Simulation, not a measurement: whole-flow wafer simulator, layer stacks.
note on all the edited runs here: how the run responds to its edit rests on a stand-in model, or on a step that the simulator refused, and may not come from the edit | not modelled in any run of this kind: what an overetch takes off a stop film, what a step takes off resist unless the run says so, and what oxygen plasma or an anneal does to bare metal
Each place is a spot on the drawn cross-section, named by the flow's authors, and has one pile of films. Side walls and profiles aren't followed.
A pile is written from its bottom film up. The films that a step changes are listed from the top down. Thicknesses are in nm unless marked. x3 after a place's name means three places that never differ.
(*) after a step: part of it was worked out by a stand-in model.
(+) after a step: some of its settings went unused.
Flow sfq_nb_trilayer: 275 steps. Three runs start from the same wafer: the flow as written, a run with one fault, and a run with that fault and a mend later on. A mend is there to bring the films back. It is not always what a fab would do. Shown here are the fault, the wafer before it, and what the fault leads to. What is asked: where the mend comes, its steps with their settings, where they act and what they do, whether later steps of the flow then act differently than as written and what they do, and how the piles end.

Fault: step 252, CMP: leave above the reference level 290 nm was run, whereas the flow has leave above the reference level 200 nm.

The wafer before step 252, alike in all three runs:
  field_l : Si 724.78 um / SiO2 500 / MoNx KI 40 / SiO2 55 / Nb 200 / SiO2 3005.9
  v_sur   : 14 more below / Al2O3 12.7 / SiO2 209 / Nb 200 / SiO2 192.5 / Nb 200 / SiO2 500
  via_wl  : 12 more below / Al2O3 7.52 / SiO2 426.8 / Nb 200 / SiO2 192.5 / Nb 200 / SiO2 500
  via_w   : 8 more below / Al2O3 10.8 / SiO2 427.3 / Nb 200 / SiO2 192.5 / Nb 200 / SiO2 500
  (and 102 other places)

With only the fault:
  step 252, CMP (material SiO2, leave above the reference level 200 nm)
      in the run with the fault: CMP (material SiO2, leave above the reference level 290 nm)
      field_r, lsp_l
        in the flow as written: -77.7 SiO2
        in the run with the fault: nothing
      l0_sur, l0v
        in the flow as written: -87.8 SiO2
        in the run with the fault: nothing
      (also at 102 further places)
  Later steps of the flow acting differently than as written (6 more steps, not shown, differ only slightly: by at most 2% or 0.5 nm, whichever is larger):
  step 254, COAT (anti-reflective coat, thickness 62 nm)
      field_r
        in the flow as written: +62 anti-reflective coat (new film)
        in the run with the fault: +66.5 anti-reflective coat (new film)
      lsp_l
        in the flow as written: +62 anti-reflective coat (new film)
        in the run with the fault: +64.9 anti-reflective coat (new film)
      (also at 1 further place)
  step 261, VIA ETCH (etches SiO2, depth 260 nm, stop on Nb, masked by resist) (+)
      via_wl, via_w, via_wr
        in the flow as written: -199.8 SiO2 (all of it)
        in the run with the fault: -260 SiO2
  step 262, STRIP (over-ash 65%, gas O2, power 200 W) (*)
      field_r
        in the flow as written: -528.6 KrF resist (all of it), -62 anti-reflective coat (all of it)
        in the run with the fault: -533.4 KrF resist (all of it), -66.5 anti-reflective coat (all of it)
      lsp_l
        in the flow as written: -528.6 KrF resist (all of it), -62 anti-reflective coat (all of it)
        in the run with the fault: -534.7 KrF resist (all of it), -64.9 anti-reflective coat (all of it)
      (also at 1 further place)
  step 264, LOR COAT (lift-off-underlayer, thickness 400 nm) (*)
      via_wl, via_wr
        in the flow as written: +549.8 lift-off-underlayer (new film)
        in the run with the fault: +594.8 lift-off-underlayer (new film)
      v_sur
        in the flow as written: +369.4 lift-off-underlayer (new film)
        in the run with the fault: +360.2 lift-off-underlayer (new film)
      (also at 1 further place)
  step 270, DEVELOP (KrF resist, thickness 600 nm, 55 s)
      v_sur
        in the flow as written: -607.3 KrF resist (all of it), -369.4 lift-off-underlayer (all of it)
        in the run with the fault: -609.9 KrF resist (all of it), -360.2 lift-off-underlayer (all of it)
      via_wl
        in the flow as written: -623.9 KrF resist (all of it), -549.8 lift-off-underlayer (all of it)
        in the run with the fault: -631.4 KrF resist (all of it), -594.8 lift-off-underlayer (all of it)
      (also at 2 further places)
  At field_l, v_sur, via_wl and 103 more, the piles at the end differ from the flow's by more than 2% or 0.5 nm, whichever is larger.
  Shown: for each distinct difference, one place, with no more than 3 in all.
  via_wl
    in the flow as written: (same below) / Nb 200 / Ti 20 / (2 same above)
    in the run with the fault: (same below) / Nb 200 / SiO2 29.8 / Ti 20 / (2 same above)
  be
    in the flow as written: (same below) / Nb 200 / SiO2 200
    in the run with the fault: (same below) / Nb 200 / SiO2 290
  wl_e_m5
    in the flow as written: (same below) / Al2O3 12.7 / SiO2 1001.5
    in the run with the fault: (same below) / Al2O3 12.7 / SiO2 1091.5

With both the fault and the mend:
  The mend follows step 259.
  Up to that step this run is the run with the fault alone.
  step 259a, STRIP (over-ash 65%, gas O2, power 200 W) (*)
      p4_fl x3, p4_w1 x9, p4_g1 x2 and 63 more
        -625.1 KrF resist (all of it), -62 anti-reflective coat (all of it)
      field_l, v_sur, via_sp and 9 more
        -625 KrF resist (all of it), -62 anti-reflective coat (all of it)
      via_wl, via_w, via_wr
        -62 anti-reflective coat (all of it)
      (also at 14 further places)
  step 259b, CMP (material SiO2, leave above the reference level 200 nm) (the flow's step 252, run once more)
      field_l, v_sur, via_wl and 99 more
        -90 SiO2
      field_r, lsp_l
        -77.7 SiO2
      l0_sur, l0v
        -87.8 SiO2
  step 259c, COAT (anti-reflective coat, thickness 62 nm) (the flow's step 254, run once more)
      field_l, v_sur, via_wl and 103 more
        +62 anti-reflective coat (new film)
  step 259d, COAT (KrF resist, thickness 650 nm) (the flow's step 255, run once more)
      field_l, v_sur, via_wl and 103 more
        +650 KrF resist (new film)
  step 259e, SOFTBAKE (KrF resist) (the flow's step 256, run once more)
      alters no film at any place that is followed
  step 259f, EXPOSE (photomask I7, dose 11.93 mJ/cm2, NA 0.6, wavelength 248 nm) (*) (the flow's step 257, run once more)
      alters no film at any place that is followed
  step 259g, PEB (KrF resist, 90 s) (the flow's step 258, run once more)
      field_l, v_sur, via_wl and 103 more
        -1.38 KrF resist
  step 259h, DEVELOP (KrF resist, thickness 650 nm, 60 s) (the flow's step 259, run once more)
      field_l, v_sur, via_sp and 100 more
        -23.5 KrF resist
      via_wl, via_w, via_wr
        -648.6 KrF resist (all of it)
  Every later step of the flow that is run acts as written at every place that is followed.
  At every place that both follow, the piles at the end match the flow's.
